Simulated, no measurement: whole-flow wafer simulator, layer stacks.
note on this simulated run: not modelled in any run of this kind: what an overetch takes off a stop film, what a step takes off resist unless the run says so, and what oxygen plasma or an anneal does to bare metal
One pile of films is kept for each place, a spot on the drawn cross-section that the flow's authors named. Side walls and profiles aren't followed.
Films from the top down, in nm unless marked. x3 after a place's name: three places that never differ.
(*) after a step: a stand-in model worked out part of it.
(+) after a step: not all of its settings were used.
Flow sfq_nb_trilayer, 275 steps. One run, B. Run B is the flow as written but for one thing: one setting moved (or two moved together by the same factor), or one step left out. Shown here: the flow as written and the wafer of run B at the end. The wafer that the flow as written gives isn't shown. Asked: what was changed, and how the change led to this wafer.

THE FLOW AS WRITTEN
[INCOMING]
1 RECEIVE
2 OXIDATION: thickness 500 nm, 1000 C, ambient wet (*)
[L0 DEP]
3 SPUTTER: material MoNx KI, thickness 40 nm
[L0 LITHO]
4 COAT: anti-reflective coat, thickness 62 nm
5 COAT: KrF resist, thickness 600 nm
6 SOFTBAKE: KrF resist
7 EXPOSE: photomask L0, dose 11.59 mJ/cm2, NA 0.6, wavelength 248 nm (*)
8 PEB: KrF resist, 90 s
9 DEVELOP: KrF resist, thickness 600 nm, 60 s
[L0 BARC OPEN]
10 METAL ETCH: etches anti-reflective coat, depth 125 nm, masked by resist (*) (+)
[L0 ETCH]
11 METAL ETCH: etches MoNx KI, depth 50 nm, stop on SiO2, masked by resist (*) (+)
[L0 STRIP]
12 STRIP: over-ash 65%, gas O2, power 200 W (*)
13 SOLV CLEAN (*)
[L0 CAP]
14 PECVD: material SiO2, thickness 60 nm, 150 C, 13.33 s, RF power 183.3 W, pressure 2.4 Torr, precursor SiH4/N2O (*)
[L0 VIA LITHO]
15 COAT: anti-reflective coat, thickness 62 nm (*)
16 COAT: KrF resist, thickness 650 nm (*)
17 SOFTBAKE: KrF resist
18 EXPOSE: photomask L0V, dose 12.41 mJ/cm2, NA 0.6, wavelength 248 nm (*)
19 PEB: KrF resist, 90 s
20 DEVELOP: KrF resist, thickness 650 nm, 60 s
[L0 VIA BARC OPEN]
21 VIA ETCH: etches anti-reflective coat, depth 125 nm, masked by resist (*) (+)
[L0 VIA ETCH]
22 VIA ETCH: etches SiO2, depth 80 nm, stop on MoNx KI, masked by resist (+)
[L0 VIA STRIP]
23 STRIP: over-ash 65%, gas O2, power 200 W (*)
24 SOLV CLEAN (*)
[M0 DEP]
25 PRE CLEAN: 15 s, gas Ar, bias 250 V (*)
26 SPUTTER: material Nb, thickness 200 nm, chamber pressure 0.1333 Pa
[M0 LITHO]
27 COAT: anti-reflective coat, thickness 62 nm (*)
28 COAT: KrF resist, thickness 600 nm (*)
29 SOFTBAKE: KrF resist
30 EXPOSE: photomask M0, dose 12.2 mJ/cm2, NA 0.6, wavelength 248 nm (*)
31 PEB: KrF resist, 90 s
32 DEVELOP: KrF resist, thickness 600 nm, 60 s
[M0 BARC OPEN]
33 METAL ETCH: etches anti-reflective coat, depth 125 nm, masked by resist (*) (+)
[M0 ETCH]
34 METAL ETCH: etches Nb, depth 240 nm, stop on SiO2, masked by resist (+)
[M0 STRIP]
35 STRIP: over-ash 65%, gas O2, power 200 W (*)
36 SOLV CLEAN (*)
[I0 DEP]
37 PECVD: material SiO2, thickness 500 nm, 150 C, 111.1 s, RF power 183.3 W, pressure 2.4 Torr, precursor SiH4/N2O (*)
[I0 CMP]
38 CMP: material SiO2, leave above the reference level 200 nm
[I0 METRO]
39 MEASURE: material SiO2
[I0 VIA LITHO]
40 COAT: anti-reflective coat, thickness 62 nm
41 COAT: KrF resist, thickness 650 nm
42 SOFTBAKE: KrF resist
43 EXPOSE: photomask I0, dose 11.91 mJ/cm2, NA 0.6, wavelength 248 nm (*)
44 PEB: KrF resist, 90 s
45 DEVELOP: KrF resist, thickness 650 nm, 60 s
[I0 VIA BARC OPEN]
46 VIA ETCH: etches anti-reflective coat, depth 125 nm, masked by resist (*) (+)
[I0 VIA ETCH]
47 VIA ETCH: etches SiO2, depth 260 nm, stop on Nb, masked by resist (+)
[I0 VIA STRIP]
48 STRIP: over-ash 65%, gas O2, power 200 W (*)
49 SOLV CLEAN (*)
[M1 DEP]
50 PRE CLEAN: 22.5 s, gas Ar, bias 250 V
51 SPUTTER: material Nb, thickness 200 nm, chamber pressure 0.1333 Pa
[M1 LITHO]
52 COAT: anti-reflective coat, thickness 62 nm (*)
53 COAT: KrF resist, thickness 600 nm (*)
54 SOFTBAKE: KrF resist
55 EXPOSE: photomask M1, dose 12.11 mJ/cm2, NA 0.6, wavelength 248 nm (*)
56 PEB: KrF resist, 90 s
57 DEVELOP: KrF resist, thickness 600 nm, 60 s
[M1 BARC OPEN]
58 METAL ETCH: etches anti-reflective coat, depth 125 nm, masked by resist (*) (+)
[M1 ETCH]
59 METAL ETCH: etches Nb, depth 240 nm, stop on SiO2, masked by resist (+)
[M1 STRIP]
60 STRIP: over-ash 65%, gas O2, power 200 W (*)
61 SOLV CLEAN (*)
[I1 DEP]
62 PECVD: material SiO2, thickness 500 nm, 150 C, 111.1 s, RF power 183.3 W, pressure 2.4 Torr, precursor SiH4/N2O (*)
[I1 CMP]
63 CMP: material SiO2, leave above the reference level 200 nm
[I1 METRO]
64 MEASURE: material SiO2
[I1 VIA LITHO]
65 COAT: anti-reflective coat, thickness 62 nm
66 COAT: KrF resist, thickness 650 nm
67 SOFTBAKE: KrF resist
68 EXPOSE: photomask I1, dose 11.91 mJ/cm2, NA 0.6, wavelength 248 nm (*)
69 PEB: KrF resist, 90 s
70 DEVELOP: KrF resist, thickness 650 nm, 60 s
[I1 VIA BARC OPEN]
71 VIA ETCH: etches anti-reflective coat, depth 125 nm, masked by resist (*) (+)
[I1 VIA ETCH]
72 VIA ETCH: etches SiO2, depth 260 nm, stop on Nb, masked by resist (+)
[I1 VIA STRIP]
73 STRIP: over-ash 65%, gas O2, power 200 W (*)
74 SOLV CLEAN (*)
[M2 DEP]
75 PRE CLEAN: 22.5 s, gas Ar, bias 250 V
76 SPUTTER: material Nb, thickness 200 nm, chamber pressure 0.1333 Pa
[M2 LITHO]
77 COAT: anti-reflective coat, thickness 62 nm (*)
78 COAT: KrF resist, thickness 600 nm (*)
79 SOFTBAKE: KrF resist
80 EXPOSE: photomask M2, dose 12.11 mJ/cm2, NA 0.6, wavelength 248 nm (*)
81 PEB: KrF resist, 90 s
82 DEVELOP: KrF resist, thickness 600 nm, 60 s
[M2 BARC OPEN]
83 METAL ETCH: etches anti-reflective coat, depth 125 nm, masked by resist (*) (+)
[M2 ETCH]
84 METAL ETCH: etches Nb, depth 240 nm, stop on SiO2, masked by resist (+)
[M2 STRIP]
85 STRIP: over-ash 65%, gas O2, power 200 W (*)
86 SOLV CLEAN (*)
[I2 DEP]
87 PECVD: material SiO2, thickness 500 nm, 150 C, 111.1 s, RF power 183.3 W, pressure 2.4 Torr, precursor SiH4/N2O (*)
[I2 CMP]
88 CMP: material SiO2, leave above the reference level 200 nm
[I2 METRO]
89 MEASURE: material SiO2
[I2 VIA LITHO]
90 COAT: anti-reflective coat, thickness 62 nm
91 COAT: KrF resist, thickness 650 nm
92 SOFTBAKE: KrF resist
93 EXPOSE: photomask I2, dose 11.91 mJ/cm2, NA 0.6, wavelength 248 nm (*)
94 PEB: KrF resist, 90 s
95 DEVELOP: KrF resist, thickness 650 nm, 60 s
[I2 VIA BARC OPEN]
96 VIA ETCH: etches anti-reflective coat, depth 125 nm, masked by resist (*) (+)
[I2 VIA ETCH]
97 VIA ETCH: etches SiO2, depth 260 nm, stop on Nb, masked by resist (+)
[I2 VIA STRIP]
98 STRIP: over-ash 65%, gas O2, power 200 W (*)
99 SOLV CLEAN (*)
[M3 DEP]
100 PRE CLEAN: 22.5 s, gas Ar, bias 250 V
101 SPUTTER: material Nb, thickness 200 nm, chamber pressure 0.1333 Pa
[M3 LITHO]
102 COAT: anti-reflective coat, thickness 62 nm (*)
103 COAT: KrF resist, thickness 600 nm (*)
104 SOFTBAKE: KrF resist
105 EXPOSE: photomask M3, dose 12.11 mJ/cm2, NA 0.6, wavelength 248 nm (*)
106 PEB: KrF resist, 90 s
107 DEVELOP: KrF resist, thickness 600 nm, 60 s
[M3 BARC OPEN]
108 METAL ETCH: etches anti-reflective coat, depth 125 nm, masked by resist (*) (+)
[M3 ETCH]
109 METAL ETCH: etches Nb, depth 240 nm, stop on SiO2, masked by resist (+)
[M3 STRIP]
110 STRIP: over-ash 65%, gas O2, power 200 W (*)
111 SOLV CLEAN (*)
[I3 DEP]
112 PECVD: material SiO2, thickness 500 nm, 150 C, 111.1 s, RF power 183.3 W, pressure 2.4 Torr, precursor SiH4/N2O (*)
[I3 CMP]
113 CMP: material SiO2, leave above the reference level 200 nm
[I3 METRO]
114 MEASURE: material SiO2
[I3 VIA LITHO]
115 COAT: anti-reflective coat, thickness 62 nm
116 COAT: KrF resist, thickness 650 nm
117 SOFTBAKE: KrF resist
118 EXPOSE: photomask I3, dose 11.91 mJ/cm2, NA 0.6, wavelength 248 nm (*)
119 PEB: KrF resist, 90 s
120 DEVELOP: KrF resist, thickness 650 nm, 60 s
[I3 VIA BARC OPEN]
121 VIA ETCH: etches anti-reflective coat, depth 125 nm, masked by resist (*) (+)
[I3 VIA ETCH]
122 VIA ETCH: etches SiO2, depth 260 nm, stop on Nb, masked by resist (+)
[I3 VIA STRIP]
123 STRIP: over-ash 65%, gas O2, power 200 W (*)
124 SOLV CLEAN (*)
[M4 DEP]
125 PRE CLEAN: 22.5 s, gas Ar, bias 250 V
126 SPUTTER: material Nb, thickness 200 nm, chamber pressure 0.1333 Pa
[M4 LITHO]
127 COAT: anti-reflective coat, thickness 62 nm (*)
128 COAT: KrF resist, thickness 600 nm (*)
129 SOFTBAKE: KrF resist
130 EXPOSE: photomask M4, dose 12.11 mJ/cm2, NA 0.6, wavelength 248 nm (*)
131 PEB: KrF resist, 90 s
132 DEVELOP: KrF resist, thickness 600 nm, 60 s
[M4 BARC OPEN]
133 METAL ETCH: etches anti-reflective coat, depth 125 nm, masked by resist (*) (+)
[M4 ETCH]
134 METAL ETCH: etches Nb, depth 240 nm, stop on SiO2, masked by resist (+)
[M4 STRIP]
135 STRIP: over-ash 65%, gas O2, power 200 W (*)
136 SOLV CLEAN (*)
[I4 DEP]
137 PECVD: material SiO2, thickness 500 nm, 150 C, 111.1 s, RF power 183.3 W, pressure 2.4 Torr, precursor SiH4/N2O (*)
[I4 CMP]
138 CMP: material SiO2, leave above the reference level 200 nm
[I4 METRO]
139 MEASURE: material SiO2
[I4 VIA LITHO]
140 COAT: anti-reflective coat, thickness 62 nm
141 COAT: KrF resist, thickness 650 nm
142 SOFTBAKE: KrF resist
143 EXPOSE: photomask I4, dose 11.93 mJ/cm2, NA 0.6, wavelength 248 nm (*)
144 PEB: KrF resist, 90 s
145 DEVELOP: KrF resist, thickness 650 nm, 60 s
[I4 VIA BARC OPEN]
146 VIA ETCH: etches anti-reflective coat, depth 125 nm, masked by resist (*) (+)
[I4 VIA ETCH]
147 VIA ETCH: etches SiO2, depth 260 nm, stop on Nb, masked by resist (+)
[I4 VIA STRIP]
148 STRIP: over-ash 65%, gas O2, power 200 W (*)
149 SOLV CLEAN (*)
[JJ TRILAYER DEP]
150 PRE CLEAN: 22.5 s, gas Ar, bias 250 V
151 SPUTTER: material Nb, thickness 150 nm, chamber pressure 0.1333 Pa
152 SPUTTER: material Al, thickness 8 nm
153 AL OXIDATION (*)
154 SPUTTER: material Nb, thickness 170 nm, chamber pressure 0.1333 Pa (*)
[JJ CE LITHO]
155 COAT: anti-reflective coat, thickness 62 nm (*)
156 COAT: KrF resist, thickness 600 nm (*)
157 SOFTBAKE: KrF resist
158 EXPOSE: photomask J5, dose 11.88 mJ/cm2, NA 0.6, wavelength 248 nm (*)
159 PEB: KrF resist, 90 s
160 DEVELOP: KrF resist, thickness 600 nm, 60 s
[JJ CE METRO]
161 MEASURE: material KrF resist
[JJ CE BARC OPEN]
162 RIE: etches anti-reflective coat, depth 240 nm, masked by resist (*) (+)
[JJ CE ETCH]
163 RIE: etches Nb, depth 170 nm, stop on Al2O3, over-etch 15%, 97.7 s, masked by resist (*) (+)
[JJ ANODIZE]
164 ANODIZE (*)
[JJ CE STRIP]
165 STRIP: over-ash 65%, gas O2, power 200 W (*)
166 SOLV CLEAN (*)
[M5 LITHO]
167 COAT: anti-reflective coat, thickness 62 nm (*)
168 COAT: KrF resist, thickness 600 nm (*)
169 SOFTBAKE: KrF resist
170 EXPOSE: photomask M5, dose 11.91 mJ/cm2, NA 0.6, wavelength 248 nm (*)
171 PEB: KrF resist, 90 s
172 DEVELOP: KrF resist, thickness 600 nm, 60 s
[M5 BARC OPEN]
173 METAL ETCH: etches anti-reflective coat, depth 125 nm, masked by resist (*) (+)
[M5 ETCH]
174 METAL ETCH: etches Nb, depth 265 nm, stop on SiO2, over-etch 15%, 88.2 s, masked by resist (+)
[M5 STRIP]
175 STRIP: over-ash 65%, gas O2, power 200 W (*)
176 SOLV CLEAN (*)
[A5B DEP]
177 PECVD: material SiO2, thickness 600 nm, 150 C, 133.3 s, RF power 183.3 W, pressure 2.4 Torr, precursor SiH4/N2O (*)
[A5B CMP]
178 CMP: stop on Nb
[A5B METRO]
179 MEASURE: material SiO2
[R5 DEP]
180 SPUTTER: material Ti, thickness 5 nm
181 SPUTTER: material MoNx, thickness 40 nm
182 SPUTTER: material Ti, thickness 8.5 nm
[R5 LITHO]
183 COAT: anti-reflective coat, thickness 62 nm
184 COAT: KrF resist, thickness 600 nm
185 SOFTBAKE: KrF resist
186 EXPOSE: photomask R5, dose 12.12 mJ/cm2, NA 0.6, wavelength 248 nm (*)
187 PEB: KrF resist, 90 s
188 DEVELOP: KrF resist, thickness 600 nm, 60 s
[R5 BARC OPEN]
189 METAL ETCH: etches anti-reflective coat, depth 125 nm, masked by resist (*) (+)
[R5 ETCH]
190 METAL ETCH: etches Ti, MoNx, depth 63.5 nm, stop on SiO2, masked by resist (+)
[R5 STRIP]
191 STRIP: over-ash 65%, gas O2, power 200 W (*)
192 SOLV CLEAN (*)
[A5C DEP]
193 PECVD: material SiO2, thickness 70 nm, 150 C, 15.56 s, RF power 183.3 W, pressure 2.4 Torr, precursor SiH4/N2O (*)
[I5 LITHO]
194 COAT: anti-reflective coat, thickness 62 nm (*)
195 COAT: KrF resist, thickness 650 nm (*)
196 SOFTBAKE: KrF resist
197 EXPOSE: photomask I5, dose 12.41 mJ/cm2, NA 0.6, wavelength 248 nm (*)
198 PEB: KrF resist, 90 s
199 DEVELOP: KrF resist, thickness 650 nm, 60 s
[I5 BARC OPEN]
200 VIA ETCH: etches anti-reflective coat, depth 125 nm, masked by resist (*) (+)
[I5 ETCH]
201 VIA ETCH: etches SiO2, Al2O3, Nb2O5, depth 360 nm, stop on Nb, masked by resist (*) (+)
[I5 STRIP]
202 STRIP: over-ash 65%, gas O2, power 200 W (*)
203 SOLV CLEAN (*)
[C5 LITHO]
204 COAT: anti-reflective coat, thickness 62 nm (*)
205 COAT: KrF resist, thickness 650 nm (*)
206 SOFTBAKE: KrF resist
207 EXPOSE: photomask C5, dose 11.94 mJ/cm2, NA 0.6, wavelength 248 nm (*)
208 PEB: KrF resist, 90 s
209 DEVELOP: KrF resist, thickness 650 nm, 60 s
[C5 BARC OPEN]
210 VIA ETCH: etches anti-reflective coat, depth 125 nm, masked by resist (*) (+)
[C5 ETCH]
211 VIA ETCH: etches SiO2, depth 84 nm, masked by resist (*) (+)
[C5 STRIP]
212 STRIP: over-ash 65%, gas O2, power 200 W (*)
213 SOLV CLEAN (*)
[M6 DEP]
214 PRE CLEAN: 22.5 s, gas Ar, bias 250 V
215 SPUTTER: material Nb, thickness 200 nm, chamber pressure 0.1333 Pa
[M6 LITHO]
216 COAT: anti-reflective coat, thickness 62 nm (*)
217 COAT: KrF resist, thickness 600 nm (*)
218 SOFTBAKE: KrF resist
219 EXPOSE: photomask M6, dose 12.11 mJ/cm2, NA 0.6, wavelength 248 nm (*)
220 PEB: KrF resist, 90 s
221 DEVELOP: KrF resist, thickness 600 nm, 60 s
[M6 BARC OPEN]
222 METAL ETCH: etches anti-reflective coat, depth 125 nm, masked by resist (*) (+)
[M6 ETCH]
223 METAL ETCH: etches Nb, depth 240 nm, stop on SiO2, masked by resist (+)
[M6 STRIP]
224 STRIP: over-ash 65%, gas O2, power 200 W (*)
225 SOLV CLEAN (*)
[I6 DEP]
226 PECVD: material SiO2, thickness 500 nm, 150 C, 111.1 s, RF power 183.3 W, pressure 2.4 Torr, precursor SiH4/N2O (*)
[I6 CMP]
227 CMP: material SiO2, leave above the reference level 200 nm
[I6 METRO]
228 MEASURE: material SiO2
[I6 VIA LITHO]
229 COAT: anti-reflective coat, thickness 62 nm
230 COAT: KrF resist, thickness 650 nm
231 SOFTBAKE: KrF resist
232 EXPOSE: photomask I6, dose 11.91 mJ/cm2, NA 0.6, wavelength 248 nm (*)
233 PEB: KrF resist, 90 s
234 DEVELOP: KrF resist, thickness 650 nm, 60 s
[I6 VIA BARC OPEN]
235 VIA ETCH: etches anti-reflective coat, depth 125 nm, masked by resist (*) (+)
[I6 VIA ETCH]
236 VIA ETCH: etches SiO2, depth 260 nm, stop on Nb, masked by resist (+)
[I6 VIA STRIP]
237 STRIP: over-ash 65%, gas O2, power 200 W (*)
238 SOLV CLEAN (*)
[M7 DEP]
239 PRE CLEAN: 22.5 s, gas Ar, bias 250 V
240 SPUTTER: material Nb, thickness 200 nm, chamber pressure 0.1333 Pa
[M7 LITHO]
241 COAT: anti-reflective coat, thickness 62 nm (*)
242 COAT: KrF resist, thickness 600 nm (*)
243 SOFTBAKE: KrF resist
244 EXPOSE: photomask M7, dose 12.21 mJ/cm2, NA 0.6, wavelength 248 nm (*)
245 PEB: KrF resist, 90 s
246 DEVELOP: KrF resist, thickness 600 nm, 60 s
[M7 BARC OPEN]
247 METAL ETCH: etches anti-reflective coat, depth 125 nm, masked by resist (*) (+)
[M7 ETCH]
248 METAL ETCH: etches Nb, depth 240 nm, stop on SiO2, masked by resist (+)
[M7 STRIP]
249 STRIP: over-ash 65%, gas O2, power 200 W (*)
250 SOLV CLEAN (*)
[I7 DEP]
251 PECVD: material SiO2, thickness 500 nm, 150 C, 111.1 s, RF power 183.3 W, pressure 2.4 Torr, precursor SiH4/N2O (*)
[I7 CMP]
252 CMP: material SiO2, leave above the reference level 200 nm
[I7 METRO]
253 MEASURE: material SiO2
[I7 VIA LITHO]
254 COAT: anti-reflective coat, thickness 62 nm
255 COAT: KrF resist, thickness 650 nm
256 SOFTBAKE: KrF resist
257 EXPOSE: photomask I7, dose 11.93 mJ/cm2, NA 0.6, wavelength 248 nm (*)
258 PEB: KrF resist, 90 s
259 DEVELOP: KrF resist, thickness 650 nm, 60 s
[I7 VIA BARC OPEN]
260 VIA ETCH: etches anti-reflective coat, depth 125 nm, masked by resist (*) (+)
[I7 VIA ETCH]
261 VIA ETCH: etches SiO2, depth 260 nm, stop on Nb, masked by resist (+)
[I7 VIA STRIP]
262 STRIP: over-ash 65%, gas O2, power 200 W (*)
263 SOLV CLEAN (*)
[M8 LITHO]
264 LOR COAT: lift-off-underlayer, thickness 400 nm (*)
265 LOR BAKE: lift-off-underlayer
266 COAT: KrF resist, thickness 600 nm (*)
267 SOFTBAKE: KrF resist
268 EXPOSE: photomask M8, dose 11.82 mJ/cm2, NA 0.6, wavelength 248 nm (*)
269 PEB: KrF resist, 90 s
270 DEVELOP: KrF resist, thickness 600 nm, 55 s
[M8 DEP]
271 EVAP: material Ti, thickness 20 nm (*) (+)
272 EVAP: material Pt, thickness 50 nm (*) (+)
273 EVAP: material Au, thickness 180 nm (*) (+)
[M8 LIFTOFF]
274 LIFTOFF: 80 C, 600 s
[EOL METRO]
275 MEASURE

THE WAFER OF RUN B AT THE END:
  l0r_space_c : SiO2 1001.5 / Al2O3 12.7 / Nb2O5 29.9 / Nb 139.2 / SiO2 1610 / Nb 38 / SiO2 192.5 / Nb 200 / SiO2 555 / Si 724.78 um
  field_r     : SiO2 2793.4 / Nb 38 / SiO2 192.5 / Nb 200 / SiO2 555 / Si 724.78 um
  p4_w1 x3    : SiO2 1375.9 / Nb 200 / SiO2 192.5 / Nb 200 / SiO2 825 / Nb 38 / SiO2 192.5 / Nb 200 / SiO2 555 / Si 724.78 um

The cause: step 51, SPUTTER: thickness 278 nm was run, where the flow has thickness 200 nm.

How the change led to this, step by step:
  51 SPUTTER: material Nb, thickness 200 nm, chamber pressure 0.1333 Pa
      field_l, v_sur, via_wl and 102 more: Nb +278 (new film) (as written it would be: Nb +200 (new film))
      via_w: Nb +243.7 (as written it would be: Nb +174.5)
  52 COAT: anti-reflective coat, thickness 62 nm (*)
      via_wr: anti-reflective coat +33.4 (new film) (as written it would be: anti-reflective coat +34.9 (new film))
  59 METAL ETCH: etches Nb, depth 240 nm, stop on SiO2, masked by resist (+)
      field_l, be, be_sur and 79 more: Nb -240 (as written it would be: Nb -200 (all of it))
  60 STRIP: over-ash 65%, gas O2, power 200 W (*)
      via_wr: KrF resist -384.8 (all of it), anti-reflective coat -33.4 (all of it) (as written it would be: KrF resist -384.4 (all of it), anti-reflective coat -34.9 (all of it))
  62 PECVD: material SiO2, thickness 500 nm, 150 C, 111.1 s, RF power 183.3 W, pressure 2.4 Torr, precursor SiH4/N2O (*)
      field_l, be, be_sur and 72 more: SiO2 +500 (new film) (as written it would be: SiO2 +500)
      lsp_m, ln_m6, lsp_r, l0_sur, l0v: SiO2 +493.9 (new film) (as written it would be: SiO2 +494.9)
      (and at 3 more places)
  63 CMP: material SiO2, leave above the reference level 200 nm
      field_l, be, be_sur and 72 more: SiO2 -60 (as written it would be: SiO2 -100)
      lsp_m, ln_m6, lsp_r, l0_sur, l0v: SiO2 -53.9 (as written it would be: SiO2 -94.9)
      (and at 1 more place)
Counting metal films that touch as one body, l0r_space_c has 3 bodies (between them, from the top down: SiO2 1610; SiO2 192.5); the flow as written gives 2 bodies (between them, from the top down: SiO2 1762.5).
Counting metal films that touch as one body, field_r has 2 bodies (between them, from the top down: SiO2 192.5); the flow as written gives 1 body.
Counting metal films that touch as one body, p4_w1 x3 has 4 bodies (between them, from the top down: SiO2 192.5; SiO2 825; SiO2 192.5); the flow as written gives 3 bodies (between them, from the top down: SiO2 192.5; SiO2 977.5).
